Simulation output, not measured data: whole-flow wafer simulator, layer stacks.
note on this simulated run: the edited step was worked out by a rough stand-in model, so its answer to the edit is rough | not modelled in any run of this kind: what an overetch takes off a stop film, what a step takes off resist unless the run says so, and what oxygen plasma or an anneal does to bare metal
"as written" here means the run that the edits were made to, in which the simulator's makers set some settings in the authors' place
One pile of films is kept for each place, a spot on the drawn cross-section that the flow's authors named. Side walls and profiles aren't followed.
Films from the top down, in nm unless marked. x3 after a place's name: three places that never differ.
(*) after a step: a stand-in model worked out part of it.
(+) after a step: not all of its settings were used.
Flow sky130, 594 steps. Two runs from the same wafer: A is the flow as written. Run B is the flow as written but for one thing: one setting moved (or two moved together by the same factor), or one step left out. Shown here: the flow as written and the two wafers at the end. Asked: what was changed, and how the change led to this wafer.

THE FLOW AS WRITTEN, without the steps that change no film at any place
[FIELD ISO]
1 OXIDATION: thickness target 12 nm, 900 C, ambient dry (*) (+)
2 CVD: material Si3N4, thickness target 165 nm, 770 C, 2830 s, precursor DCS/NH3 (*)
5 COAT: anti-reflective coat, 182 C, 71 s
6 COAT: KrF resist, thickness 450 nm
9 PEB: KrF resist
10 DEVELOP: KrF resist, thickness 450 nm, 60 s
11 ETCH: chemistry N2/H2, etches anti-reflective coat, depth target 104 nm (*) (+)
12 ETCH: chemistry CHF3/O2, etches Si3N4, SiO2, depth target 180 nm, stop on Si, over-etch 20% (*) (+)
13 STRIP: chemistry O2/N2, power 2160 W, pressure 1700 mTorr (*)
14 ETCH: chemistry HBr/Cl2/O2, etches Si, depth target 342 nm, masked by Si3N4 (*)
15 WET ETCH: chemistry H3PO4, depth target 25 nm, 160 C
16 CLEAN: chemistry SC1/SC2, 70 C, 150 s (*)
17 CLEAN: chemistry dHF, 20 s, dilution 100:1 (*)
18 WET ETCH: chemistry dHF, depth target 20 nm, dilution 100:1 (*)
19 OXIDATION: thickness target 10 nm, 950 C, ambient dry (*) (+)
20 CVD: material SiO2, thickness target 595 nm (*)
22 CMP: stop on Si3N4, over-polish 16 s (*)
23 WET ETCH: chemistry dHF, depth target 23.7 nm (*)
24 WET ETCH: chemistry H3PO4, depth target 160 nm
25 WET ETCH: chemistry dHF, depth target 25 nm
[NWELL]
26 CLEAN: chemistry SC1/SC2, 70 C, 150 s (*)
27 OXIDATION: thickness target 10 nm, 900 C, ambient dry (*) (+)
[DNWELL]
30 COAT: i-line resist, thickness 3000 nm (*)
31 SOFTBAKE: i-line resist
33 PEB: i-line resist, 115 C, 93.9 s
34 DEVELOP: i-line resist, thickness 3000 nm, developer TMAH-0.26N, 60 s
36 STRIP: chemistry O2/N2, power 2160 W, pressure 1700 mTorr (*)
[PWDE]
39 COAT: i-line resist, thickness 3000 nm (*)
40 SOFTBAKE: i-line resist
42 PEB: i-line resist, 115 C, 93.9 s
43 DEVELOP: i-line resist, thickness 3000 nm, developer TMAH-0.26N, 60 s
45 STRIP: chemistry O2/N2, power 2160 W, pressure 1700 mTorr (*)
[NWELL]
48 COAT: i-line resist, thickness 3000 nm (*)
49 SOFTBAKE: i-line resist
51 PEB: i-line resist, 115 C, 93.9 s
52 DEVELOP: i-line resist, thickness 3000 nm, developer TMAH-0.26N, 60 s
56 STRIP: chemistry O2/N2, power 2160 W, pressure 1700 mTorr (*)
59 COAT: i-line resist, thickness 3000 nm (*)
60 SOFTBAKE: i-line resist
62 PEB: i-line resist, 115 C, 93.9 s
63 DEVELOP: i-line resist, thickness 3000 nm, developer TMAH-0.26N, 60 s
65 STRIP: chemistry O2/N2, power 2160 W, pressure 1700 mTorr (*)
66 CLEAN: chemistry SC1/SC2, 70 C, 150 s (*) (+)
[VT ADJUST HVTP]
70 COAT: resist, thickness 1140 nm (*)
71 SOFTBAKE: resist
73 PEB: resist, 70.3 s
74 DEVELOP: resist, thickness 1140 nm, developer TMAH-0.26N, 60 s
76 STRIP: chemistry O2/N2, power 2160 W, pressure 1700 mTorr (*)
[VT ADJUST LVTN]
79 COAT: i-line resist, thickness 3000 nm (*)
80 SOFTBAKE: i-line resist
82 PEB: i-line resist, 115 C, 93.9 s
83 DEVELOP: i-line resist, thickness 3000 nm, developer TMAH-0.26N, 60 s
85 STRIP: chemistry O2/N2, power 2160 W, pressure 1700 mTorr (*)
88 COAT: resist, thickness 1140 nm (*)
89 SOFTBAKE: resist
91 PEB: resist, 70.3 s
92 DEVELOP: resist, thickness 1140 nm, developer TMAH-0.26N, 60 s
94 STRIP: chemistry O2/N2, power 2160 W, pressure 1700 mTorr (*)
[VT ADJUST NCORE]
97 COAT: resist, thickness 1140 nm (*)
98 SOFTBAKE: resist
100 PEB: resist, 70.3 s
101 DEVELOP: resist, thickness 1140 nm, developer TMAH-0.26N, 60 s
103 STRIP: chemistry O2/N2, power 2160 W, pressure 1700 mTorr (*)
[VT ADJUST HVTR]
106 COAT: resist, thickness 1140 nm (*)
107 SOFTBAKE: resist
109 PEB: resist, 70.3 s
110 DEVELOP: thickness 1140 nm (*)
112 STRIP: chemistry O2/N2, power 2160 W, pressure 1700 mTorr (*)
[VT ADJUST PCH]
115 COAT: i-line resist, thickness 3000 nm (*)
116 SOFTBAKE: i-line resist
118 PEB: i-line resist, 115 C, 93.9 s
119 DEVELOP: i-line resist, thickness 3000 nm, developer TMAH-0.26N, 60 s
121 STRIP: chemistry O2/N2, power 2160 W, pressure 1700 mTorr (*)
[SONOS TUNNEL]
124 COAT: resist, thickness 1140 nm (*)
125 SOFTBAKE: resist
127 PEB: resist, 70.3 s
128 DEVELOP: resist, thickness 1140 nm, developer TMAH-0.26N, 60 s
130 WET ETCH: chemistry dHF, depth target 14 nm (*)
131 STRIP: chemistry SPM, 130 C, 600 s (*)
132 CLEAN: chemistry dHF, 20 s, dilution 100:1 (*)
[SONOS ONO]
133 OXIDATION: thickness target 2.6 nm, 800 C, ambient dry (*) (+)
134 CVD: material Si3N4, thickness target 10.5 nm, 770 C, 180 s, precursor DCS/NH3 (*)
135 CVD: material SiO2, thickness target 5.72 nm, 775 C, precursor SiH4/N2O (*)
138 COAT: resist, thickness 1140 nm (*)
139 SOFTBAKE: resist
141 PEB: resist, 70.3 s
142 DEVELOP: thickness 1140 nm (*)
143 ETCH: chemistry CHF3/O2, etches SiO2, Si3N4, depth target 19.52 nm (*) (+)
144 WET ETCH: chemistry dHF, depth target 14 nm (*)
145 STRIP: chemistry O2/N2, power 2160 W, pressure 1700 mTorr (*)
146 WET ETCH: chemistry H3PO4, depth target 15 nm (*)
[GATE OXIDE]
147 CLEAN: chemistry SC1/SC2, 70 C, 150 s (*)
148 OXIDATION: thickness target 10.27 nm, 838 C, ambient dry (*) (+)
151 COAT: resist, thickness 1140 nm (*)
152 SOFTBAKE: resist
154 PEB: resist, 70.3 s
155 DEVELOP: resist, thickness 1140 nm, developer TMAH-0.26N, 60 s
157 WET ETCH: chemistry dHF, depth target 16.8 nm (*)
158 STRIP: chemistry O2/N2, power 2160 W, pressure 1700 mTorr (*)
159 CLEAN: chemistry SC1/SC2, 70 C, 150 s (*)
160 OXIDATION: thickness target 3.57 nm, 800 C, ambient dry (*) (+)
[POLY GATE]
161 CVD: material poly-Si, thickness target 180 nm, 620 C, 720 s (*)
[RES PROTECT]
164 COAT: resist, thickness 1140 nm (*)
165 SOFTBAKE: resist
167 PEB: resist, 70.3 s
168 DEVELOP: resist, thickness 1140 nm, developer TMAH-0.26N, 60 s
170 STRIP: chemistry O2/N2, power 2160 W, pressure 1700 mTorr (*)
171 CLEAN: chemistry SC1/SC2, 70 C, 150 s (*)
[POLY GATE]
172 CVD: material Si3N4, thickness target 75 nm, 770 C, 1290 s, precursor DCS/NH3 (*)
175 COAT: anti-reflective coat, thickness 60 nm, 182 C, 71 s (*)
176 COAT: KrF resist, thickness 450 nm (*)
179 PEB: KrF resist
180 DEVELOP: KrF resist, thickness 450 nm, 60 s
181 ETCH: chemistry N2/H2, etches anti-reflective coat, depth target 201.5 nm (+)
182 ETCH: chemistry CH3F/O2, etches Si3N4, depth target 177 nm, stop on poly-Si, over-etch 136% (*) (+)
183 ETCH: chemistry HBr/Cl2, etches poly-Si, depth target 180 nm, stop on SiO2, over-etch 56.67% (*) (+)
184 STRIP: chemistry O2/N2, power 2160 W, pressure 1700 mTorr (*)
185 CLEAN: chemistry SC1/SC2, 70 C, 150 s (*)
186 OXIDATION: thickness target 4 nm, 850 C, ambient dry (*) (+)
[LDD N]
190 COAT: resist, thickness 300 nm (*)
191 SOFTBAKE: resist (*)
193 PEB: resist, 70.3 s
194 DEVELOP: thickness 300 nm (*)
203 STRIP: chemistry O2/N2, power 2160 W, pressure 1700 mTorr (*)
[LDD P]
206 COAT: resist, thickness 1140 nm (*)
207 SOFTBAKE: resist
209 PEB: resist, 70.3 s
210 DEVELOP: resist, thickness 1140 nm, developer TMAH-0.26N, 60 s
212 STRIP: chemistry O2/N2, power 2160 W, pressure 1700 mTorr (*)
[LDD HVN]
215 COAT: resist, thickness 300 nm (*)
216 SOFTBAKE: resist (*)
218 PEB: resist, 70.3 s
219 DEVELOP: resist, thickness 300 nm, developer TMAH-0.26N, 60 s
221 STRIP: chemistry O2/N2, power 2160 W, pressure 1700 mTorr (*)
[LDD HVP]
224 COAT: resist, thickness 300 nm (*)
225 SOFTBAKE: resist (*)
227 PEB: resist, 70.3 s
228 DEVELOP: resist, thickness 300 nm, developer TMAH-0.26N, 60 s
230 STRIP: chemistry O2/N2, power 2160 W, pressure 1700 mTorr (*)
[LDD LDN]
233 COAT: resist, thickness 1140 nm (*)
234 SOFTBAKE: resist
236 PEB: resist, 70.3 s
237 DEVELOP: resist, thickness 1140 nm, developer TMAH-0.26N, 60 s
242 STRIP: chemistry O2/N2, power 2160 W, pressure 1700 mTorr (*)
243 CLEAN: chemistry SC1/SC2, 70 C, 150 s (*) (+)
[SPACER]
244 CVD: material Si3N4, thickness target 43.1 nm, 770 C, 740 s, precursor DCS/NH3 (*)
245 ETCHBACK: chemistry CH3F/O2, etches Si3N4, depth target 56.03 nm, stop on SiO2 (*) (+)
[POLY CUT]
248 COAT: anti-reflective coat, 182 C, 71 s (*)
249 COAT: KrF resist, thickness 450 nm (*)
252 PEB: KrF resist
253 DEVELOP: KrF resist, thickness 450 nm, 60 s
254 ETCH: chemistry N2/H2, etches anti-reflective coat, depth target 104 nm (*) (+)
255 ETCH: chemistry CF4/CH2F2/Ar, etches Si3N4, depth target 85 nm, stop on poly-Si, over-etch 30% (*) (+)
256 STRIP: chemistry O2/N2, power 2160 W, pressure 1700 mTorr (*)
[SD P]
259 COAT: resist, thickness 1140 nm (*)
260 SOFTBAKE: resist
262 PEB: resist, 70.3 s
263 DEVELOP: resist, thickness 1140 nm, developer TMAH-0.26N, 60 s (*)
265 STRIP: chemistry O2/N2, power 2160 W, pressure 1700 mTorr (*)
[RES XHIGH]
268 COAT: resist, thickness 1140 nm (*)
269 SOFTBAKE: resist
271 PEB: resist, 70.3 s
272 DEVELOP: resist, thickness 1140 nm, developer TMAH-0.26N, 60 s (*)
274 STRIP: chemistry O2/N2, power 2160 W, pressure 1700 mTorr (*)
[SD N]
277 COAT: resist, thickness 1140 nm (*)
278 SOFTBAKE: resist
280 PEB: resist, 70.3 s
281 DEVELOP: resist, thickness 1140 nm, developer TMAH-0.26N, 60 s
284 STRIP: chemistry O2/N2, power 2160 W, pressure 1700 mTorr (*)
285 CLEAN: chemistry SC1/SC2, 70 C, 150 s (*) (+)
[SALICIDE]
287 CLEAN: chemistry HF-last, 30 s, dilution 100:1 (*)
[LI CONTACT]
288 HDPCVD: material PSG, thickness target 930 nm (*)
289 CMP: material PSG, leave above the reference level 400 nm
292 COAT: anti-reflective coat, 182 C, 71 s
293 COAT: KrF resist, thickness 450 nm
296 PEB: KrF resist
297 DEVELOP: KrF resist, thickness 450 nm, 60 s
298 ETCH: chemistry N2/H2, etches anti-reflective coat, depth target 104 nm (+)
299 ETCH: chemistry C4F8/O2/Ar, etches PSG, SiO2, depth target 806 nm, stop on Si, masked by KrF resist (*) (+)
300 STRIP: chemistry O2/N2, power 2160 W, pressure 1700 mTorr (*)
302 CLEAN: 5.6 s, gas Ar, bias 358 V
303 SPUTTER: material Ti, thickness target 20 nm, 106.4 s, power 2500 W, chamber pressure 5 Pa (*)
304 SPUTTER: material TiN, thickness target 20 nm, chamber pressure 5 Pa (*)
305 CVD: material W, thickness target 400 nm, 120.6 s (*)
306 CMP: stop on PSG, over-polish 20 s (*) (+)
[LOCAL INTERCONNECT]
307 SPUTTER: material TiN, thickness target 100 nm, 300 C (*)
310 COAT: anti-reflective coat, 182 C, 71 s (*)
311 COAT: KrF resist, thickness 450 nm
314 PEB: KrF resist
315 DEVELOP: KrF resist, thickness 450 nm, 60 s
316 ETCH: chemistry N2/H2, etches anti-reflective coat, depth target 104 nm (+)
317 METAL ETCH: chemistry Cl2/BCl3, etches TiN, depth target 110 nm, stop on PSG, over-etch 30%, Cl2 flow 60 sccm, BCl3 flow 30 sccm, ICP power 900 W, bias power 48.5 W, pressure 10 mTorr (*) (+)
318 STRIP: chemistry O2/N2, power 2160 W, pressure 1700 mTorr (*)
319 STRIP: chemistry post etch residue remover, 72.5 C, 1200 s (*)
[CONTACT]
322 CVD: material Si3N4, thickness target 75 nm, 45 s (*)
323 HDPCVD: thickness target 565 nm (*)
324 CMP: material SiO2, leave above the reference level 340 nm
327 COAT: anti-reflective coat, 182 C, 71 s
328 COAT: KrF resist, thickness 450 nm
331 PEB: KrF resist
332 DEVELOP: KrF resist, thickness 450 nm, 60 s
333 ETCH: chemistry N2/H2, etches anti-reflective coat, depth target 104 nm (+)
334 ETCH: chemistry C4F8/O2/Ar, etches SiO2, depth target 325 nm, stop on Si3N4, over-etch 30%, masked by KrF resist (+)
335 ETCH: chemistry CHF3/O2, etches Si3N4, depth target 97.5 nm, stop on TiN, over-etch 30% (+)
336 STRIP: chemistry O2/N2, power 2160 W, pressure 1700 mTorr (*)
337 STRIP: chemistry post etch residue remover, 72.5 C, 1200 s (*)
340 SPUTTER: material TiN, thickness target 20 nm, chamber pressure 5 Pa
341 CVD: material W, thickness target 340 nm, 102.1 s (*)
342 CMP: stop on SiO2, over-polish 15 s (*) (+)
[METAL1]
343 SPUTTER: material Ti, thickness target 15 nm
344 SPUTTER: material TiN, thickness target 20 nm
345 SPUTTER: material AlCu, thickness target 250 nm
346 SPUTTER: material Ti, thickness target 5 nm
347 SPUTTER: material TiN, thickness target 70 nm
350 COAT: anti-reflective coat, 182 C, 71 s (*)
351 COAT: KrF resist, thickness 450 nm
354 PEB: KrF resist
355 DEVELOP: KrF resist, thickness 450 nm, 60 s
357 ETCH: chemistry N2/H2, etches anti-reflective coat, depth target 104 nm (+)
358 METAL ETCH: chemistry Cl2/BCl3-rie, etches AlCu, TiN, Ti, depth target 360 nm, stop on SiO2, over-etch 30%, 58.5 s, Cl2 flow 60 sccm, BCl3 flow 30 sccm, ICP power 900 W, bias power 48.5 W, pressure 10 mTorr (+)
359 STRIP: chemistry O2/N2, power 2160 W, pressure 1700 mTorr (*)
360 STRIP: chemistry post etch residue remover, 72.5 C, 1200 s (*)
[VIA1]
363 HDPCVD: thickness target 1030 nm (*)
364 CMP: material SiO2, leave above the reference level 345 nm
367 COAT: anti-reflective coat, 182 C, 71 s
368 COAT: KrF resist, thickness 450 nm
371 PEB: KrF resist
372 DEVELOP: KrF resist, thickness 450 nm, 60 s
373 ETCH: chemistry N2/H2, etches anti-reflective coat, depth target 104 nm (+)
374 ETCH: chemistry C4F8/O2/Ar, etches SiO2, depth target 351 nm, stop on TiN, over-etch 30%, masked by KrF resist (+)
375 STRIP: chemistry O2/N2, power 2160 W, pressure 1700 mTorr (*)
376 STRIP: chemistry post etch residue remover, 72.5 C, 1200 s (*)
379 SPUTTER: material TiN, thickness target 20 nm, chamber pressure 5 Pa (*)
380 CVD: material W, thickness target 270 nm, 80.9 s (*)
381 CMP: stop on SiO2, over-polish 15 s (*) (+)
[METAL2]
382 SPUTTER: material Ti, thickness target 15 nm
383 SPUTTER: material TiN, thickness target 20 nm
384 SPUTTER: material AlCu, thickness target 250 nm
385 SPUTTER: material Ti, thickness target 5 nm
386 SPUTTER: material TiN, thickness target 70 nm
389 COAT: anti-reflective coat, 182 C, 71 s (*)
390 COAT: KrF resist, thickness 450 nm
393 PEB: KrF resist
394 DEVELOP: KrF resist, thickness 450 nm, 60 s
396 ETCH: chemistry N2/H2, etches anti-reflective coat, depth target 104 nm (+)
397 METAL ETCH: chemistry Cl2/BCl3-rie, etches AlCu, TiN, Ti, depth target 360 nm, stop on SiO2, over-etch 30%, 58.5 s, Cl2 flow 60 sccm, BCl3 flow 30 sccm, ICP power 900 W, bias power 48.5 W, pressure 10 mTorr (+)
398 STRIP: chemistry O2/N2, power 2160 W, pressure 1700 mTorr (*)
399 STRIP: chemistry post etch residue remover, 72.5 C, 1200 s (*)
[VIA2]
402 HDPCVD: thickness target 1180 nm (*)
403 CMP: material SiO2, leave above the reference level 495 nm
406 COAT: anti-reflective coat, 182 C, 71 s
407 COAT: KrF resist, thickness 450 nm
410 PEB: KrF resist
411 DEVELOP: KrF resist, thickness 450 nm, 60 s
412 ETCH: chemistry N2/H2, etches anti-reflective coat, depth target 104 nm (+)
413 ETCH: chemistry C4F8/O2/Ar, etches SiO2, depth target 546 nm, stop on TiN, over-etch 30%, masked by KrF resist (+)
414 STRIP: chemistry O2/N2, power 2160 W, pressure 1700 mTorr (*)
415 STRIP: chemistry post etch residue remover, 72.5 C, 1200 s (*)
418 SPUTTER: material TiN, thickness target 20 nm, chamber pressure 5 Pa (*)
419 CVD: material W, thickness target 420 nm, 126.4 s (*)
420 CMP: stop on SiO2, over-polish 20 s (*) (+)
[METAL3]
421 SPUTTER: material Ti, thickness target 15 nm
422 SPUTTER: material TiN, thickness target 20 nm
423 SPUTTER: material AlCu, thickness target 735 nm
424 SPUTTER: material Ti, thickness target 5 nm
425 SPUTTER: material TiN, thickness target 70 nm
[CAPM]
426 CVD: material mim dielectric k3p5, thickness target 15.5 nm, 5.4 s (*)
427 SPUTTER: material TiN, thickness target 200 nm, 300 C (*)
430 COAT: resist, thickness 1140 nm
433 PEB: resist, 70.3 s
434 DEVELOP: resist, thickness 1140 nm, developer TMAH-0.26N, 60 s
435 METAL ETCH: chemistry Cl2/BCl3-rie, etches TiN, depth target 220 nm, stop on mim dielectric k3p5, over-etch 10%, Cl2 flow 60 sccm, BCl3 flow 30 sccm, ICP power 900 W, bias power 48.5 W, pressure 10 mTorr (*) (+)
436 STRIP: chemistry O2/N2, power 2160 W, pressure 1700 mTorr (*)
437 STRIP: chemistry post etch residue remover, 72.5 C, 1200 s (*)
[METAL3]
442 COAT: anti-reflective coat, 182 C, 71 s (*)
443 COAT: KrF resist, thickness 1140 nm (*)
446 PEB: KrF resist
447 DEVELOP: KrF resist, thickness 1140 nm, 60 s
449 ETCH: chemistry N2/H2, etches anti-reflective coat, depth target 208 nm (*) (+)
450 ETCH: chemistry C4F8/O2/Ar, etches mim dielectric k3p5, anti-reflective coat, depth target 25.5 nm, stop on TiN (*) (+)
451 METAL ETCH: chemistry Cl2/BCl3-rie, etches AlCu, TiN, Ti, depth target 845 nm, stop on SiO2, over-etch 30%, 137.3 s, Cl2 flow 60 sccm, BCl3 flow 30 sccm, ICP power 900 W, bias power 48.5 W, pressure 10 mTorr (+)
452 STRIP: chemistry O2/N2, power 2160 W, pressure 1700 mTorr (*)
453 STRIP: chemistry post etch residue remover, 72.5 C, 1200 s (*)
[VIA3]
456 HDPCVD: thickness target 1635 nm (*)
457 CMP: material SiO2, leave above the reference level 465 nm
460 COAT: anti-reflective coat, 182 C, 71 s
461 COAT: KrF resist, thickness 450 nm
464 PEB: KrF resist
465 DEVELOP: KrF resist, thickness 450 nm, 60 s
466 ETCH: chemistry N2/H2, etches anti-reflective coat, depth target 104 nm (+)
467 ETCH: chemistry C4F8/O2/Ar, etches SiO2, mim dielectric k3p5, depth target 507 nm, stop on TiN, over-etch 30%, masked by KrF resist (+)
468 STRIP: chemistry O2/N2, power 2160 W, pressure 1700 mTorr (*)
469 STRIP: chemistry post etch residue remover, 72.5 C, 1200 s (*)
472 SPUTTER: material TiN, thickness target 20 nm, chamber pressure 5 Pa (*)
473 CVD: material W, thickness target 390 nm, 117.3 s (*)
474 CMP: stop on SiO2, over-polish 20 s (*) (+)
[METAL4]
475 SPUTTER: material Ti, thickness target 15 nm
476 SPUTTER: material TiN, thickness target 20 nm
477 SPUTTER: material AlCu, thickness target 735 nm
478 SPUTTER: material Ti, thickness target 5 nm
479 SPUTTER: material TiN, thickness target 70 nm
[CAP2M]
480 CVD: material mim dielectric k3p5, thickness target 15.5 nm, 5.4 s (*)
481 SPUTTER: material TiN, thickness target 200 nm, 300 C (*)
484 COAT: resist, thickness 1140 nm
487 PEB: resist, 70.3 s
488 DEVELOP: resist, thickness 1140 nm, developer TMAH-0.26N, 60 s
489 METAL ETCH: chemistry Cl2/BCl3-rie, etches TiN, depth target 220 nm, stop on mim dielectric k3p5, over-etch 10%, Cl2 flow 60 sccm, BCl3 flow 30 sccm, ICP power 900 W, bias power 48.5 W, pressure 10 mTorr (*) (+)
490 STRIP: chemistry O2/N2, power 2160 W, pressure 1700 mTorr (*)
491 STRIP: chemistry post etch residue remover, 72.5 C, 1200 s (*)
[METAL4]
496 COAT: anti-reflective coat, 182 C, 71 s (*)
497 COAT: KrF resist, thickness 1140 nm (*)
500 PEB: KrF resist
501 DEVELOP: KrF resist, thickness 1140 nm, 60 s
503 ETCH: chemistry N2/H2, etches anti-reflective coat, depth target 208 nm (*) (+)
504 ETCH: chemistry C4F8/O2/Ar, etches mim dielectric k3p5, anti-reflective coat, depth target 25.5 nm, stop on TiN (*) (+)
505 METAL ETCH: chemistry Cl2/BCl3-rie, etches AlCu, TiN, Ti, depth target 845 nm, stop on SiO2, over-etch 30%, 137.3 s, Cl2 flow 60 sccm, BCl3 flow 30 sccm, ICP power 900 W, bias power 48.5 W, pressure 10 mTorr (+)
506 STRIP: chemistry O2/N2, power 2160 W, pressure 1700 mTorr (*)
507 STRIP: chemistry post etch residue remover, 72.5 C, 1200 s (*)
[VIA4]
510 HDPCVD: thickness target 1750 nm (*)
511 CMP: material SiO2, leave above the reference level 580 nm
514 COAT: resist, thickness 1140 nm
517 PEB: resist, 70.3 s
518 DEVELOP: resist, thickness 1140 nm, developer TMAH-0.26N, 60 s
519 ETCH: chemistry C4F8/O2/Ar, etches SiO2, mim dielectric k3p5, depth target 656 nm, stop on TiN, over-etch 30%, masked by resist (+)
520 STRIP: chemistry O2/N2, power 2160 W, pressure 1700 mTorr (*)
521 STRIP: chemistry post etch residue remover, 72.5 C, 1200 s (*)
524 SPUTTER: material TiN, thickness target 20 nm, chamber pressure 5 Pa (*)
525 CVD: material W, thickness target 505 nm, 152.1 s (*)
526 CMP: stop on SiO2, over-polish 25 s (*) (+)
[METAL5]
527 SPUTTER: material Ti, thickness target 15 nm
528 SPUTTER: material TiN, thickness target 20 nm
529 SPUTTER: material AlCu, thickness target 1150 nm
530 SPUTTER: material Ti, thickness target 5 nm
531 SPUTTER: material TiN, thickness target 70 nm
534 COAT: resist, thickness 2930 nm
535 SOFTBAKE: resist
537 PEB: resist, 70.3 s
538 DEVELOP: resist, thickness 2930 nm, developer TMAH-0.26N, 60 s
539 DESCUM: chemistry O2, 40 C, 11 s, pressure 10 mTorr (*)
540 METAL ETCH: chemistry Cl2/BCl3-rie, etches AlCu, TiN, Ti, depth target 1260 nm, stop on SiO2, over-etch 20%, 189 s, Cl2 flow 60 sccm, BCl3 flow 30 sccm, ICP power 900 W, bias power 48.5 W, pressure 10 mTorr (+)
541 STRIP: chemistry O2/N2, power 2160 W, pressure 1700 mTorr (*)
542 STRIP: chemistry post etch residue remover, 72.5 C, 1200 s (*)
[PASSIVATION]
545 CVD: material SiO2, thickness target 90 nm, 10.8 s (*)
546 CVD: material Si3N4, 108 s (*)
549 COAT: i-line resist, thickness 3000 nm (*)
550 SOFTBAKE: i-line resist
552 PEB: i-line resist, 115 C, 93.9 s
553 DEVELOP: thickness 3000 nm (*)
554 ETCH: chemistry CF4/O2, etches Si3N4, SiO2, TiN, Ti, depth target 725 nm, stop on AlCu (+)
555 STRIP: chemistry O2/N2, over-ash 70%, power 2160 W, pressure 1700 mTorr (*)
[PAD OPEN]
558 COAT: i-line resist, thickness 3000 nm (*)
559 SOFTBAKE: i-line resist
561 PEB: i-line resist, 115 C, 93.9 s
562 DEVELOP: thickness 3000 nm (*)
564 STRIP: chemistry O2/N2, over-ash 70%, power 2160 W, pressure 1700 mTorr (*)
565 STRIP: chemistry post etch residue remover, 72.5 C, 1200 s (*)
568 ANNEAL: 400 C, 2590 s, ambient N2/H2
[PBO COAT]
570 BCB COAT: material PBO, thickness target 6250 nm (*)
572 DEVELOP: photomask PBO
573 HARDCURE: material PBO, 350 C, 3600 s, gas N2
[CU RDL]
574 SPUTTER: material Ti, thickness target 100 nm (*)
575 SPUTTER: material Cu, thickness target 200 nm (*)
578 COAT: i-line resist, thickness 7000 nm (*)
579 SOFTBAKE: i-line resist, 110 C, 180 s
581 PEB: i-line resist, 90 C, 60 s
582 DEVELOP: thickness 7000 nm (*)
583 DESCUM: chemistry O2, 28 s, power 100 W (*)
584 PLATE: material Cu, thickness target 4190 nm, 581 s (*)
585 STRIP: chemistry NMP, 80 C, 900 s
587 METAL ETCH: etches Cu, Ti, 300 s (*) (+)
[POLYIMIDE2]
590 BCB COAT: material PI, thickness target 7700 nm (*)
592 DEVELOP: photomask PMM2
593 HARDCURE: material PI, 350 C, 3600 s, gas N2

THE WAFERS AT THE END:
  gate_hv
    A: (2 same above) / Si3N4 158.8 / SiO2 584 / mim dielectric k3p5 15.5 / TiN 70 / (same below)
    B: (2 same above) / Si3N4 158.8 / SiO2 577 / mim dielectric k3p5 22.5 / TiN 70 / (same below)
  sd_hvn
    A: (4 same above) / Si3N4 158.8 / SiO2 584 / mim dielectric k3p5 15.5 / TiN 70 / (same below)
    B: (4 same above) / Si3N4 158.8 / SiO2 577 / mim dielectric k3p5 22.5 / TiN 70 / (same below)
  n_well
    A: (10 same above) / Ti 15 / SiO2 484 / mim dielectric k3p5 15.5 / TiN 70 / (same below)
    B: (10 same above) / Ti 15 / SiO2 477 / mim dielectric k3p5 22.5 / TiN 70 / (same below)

The cause: step 480, CVD: thickness target 22.5 nm was run, where the flow has thickness target 15.5 nm; step 480, CVD: 7.83 s was run, where the flow has 5.4 s.
It can be read off the wafer: gate_hv has mim dielectric k3p5 22.5, and step 480 as written asks for 15.5 nm.

How the change led to this, step by step:
  480 CVD: material mim dielectric k3p5, thickness target 15.5 nm, 5.4 s (*)
      field, active, n_well and 189 more: A mim dielectric k3p5 +15.5 (new film) | B mim dielectric k3p5 +22.5 (new film)
  504 ETCH: chemistry C4F8/O2/Ar, etches mim dielectric k3p5, anti-reflective coat, depth target 25.5 nm, stop on TiN (*) (+)
      n_well, p_well, gate_hv and 102 more: A KrF resist -15.5 | B KrF resist -17
      field, active, gate and 85 more: A mim dielectric k3p5 -15.5 (all of it) | B mim dielectric k3p5 -22.5 (all of it)
  519 ETCH: chemistry C4F8/O2/Ar, etches SiO2, mim dielectric k3p5, depth target 656 nm, stop on TiN, over-etch 30%, masked by resist (+)
      m1: A SiO2 -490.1 (all of it), mim dielectric k3p5 -15.5 (all of it) | B SiO2 -483.1 (all of it), mim dielectric k3p5 -22.5 (all of it)
      via4_hole: A SiO2 -489.5 (all of it), mim dielectric k3p5 -15.5 (all of it) | B SiO2 -482.5 (all of it), mim dielectric k3p5 -22.5 (all of it)
